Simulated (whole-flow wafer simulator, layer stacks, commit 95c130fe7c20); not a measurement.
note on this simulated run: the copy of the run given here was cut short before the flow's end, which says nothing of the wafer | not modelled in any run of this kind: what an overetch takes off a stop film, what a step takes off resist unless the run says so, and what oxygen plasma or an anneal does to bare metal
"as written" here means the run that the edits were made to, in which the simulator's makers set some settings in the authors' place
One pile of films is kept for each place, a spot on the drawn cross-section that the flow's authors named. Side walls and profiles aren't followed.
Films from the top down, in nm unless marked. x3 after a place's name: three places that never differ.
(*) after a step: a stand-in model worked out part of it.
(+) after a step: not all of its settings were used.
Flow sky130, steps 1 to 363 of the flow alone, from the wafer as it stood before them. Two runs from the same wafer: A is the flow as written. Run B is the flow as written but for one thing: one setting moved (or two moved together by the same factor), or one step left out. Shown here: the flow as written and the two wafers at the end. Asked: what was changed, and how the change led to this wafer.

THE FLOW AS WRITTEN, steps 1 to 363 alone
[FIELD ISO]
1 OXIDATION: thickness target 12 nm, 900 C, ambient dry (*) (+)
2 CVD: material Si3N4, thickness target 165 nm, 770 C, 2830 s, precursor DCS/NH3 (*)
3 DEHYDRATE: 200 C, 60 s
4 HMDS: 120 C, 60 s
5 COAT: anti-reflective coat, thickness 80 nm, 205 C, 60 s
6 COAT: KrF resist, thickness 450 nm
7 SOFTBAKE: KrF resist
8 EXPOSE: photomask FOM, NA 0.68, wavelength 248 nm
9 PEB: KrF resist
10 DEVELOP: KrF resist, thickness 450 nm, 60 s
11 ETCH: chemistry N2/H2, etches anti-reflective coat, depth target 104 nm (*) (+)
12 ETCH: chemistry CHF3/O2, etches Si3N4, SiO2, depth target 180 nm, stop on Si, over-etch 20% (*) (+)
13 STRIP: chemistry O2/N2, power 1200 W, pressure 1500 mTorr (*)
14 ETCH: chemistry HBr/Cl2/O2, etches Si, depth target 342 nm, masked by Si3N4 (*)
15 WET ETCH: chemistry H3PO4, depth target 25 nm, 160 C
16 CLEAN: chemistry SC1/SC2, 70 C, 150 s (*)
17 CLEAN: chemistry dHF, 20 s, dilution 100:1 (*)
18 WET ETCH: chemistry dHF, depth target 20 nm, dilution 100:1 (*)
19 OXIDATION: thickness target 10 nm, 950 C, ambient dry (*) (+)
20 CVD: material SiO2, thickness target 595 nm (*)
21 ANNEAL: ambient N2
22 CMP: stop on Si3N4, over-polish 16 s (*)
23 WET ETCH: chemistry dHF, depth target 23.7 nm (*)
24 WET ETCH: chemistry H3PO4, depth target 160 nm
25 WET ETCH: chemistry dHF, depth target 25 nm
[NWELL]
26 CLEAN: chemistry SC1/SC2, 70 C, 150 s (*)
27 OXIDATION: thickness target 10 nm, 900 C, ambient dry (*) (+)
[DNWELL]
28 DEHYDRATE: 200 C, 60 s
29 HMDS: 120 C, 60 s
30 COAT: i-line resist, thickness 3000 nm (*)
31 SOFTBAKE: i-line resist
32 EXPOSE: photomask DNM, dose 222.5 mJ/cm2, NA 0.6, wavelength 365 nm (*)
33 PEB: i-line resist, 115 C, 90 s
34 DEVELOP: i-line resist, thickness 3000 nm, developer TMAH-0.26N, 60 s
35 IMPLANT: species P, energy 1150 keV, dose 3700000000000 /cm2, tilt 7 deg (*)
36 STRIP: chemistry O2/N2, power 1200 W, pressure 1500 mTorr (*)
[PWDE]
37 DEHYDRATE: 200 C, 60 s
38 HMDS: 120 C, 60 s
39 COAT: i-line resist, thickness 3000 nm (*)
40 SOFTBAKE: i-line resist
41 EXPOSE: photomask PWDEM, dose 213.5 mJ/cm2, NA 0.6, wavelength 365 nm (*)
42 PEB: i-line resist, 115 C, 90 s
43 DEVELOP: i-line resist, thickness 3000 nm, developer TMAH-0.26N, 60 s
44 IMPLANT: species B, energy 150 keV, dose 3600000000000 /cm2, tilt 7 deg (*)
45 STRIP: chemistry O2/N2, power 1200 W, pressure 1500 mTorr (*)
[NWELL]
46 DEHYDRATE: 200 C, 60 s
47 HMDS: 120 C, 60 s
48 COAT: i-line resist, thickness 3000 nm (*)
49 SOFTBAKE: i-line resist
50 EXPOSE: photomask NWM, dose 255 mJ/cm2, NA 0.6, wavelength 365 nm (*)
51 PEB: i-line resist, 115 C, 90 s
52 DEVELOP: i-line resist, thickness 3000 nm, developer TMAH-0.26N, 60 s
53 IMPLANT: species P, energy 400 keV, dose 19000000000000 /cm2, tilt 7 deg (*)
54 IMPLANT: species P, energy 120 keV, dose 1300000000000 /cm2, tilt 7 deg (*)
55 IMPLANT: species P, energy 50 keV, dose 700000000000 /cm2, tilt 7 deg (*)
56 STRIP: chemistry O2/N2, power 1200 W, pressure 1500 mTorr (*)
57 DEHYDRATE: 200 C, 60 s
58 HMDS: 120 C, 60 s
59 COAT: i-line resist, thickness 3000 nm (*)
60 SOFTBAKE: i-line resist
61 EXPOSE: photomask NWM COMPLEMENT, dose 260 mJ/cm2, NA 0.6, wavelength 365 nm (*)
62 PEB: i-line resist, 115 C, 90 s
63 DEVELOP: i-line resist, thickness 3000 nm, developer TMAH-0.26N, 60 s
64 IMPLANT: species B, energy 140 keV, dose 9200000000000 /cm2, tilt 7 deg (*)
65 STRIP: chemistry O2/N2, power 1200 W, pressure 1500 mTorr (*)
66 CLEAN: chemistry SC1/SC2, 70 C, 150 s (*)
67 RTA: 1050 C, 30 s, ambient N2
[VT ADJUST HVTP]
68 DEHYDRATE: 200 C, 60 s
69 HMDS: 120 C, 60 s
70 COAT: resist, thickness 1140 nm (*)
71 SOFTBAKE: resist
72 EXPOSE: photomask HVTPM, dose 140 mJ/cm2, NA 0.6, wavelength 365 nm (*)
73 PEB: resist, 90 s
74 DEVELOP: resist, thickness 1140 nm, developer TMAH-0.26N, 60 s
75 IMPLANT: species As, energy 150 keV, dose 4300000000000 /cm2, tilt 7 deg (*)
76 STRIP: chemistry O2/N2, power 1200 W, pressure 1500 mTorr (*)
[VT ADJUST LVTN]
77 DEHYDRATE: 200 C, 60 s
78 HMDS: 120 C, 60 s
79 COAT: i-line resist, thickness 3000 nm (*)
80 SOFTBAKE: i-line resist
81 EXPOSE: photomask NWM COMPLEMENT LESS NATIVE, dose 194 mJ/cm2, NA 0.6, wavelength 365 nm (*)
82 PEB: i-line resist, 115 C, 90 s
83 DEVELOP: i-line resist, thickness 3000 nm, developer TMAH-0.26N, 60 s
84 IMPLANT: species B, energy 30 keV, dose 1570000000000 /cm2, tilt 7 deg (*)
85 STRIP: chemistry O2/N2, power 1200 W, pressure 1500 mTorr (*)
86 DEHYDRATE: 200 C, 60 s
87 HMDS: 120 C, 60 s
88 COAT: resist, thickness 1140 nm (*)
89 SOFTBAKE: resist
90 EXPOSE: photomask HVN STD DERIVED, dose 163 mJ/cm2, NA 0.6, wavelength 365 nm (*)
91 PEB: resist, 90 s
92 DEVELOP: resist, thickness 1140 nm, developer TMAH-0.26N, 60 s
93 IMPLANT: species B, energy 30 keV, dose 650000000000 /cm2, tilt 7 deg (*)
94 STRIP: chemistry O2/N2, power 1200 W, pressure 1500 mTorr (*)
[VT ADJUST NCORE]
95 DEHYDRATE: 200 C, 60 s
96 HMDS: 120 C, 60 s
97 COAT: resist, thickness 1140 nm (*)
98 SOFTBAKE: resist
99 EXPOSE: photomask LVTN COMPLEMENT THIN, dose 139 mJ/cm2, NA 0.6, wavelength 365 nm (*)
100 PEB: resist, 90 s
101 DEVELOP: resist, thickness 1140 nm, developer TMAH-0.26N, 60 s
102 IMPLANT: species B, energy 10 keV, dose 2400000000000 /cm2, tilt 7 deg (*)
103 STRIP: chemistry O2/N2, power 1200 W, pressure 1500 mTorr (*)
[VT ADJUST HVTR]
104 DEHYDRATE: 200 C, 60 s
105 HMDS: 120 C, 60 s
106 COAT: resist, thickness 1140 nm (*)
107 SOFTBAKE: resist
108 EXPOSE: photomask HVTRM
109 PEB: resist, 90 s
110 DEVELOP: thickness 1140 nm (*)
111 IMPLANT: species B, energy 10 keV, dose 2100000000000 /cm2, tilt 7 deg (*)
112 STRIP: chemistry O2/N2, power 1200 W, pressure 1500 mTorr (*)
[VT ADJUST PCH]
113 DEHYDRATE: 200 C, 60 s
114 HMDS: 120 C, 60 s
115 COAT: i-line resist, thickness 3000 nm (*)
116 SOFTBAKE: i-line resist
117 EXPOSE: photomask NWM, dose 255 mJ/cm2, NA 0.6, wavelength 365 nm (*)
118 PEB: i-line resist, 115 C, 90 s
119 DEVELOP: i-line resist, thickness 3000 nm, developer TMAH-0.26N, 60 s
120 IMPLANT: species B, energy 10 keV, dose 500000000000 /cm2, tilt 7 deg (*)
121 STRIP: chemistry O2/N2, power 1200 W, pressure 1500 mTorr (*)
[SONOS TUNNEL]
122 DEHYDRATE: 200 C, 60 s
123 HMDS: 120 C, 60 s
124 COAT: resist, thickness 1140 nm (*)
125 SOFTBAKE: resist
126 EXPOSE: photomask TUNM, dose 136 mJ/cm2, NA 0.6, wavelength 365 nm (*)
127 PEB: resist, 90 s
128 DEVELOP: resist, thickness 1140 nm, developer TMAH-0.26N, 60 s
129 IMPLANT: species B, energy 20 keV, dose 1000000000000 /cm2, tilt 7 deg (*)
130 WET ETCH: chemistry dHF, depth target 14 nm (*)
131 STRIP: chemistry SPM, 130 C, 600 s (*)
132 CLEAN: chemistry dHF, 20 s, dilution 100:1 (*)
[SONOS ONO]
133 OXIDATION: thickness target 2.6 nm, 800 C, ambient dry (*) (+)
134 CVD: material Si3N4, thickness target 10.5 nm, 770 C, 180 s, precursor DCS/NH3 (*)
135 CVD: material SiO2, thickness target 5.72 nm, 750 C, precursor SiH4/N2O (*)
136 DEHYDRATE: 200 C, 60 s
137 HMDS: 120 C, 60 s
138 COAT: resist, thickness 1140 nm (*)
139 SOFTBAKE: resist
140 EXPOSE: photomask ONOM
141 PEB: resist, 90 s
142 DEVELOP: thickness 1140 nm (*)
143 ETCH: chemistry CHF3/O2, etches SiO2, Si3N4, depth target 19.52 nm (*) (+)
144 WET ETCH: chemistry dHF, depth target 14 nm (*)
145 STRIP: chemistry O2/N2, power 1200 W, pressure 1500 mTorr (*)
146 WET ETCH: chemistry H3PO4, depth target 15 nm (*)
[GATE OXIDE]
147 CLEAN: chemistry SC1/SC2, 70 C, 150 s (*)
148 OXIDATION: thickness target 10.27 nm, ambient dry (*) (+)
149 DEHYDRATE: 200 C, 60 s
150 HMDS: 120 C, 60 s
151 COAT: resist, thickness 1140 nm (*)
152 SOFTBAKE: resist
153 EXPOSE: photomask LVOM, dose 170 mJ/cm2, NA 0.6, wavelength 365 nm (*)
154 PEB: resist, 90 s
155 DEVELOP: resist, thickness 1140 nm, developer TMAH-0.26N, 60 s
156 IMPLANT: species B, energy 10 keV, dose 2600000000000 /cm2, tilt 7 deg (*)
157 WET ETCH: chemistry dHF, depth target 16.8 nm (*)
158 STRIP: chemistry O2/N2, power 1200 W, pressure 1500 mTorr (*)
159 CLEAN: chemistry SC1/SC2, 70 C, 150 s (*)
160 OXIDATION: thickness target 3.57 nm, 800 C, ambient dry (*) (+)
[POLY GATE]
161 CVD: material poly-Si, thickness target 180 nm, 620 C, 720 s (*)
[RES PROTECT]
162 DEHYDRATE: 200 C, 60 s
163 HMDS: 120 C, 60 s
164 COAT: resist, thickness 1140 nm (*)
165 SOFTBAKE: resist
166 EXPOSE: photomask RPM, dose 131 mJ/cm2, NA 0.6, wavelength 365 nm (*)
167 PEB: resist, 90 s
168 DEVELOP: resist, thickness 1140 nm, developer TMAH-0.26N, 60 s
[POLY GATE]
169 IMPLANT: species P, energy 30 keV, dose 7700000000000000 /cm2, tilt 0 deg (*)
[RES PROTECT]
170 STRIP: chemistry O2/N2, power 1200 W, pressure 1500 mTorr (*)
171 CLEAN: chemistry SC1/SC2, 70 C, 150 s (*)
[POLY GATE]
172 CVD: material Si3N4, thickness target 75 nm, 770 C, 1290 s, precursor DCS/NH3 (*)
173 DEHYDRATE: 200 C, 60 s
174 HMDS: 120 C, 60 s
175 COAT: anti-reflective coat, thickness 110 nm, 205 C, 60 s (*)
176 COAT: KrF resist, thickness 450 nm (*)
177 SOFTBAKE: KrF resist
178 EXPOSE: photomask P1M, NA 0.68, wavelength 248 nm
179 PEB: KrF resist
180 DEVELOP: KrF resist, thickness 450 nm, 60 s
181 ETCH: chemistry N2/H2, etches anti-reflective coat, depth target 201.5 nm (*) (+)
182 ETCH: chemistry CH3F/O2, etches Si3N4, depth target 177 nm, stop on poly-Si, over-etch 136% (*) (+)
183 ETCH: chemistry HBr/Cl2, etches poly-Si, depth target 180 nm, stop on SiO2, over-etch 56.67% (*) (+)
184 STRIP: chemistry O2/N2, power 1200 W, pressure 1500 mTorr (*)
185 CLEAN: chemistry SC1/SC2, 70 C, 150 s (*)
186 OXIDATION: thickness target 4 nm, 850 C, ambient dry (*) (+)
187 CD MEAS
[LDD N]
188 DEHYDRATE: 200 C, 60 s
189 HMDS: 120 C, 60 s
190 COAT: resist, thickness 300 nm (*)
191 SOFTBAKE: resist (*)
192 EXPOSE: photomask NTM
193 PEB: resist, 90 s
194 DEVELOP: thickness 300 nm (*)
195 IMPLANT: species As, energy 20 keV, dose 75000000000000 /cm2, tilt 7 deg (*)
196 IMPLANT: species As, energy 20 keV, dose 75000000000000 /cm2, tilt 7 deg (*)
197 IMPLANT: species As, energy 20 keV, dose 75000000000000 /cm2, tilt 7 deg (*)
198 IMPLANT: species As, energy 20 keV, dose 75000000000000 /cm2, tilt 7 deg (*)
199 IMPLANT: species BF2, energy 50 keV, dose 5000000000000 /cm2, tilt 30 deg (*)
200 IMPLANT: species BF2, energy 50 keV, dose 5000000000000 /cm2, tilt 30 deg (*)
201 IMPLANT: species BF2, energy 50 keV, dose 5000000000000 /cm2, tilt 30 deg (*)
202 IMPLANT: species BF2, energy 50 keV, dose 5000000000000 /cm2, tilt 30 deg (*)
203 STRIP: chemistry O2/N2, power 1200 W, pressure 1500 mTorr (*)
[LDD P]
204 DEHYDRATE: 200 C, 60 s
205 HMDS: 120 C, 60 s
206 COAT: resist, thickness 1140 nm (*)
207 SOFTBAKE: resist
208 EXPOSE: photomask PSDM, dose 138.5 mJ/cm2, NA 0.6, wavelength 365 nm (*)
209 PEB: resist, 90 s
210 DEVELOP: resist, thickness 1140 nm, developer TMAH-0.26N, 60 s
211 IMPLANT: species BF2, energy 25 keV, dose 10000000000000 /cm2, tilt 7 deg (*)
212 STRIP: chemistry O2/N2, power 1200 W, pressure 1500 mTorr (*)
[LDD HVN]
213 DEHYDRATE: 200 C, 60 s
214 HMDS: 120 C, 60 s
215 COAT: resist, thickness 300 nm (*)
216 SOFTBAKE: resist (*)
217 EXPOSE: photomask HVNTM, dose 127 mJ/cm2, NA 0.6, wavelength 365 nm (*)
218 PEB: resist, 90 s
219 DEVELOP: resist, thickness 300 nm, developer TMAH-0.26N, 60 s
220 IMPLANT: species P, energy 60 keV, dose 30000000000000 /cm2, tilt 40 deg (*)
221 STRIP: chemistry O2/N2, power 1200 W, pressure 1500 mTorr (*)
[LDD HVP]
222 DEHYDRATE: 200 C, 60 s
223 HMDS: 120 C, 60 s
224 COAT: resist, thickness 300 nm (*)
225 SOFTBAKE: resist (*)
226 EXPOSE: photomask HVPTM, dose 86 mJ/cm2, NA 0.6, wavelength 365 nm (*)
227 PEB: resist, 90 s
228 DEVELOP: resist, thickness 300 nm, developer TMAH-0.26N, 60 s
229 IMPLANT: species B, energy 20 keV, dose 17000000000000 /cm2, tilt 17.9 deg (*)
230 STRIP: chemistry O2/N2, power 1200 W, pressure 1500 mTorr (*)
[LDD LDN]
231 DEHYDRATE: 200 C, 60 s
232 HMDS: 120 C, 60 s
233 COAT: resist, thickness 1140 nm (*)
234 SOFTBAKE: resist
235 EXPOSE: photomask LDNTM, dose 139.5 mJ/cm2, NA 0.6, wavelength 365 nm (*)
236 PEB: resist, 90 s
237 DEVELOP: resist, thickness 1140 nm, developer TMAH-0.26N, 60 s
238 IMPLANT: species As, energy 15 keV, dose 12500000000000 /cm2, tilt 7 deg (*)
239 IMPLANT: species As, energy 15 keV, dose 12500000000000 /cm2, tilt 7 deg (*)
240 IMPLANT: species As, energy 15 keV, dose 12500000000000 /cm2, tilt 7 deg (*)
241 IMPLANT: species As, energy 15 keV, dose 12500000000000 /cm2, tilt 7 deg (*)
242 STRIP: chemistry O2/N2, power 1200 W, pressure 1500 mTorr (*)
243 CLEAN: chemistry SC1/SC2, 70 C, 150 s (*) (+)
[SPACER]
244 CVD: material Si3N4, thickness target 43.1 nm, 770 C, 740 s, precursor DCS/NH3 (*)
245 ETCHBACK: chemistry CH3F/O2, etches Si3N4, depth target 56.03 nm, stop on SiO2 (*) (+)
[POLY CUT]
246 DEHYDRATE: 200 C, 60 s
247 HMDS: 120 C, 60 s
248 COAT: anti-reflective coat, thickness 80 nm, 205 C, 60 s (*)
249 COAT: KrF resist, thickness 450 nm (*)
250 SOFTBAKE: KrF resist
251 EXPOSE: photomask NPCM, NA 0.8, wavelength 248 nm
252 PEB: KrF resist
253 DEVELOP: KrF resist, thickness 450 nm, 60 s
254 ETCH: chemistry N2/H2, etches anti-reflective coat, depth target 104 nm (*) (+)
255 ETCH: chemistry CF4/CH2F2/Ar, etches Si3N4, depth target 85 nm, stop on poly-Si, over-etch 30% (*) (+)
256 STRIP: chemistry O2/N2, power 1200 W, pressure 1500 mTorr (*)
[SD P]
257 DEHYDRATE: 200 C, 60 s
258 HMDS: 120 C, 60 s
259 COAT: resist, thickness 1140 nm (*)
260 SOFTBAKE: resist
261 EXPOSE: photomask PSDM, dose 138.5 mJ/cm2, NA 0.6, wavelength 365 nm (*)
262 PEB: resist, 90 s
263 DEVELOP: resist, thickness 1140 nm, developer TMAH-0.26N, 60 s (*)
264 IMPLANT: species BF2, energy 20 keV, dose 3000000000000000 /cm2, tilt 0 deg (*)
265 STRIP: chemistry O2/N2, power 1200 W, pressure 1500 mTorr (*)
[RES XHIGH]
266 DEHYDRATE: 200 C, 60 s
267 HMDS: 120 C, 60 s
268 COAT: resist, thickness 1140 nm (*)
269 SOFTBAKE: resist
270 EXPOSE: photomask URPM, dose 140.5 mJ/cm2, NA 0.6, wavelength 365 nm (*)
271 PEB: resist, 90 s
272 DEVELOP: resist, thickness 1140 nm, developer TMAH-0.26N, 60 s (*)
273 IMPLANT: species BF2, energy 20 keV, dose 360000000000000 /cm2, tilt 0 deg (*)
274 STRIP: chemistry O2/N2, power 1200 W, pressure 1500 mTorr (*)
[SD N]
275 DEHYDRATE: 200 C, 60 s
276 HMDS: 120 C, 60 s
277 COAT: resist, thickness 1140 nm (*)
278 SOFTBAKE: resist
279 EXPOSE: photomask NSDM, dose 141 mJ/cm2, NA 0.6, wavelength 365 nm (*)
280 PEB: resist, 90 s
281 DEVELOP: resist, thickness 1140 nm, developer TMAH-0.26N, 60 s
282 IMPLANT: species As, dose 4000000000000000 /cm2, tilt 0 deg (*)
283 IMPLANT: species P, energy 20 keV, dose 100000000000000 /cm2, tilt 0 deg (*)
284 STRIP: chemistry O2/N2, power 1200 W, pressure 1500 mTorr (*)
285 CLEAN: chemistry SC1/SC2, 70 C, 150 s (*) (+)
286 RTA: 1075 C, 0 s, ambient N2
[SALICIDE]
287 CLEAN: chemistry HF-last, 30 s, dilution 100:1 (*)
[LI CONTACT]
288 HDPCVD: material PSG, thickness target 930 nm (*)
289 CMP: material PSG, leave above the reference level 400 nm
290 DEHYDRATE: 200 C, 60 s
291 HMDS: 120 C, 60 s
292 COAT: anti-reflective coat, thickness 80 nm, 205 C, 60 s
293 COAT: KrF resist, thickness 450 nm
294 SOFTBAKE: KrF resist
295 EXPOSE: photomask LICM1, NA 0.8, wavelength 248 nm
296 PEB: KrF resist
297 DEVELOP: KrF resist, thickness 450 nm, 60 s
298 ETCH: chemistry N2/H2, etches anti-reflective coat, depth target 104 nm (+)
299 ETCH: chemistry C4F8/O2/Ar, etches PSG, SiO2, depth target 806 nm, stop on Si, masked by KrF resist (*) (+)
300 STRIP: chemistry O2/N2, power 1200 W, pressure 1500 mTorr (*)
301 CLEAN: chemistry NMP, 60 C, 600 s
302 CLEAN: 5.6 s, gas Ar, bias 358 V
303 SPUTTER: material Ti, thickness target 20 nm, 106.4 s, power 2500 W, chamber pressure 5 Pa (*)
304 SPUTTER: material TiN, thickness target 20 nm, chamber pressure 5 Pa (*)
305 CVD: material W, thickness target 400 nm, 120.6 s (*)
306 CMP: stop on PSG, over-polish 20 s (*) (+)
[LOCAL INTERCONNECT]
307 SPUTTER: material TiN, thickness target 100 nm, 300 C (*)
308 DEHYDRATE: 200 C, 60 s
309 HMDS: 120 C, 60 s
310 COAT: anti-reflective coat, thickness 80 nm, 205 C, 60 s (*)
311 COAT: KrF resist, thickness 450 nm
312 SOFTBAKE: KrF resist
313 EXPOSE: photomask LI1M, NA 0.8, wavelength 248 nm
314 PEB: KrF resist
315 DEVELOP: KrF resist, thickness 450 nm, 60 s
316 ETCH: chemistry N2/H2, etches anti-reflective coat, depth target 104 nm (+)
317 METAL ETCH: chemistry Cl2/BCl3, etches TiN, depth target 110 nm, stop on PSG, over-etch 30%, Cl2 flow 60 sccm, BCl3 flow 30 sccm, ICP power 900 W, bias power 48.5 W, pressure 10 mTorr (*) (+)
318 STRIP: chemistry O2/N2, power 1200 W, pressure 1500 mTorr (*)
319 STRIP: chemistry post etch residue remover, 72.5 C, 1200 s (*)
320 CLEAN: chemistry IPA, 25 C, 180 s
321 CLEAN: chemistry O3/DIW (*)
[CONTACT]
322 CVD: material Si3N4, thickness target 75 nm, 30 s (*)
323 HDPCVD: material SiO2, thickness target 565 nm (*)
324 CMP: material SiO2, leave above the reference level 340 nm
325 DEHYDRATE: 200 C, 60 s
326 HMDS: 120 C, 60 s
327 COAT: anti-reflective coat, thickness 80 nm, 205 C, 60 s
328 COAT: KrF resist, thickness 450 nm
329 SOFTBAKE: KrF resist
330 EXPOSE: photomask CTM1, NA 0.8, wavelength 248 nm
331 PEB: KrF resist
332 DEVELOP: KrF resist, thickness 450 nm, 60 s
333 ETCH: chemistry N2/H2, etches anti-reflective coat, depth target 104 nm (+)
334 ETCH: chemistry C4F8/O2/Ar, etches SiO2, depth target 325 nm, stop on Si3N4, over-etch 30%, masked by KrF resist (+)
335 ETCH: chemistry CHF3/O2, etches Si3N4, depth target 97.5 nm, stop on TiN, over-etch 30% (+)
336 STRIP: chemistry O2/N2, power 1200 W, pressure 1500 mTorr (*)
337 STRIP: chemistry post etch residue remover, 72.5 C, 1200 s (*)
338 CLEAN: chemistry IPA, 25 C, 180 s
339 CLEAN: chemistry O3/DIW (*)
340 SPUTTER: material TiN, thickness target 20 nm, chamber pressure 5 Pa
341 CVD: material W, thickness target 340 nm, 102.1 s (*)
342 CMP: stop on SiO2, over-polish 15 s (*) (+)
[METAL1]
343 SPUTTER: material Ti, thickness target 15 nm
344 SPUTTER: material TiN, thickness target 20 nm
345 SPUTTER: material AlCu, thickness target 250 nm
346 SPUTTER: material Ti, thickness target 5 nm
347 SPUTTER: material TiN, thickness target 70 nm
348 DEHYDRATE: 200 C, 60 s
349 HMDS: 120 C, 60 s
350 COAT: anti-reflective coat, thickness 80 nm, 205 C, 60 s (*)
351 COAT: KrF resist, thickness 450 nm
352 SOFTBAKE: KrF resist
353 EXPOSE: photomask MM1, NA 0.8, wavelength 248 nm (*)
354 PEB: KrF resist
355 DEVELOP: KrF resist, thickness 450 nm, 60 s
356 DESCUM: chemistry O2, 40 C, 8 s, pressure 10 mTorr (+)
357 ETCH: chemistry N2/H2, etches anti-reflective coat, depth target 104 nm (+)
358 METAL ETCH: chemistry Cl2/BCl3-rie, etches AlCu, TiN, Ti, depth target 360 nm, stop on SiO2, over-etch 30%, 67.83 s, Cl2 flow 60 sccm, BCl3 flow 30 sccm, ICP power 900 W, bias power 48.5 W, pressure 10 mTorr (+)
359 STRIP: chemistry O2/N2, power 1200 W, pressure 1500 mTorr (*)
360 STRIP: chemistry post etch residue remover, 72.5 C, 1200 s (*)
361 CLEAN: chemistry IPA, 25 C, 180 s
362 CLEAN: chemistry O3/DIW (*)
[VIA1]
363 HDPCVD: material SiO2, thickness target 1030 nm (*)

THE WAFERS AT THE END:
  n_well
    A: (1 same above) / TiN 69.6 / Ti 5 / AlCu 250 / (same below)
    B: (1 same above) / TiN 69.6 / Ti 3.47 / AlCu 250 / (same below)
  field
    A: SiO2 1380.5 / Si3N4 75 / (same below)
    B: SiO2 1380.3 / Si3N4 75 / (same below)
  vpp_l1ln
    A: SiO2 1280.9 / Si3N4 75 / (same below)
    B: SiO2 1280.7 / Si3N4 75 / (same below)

The cause: step 346, SPUTTER: thickness target 3.47 nm was run, where the flow has thickness target 5 nm.
It can be read off the wafer: n_well has Ti 3.47, and step 346 as written asks for 5 nm.

How the change led to this, step by step:
  346 SPUTTER: material Ti, thickness target 5 nm
      field, active, n_well and 188 more: A Ti +5 (new film) | B Ti +3.47 (new film)
  358 METAL ETCH: chemistry Cl2/BCl3-rie, etches AlCu, TiN, Ti, depth target 360 nm, stop on SiO2, over-etch 30%, 67.83 s, Cl2 flow 60 sccm, BCl3 flow 30 sccm, ICP power 900 W, bias power 48.5 W, pressure 10 mTorr (+)
      field, active, gate and 81 more: A TiN -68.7 (all of it), Ti -5 (all of it), AlCu -250 (all of it), TiN -20 (all of it), Ti -15 (all of it), SiO2 -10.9 | B TiN -68.7 (all of it), Ti -3.47 (all of it), AlCu -250 (all of it), TiN -20 (all of it), Ti -15 (all of it), SiO2 -11.1
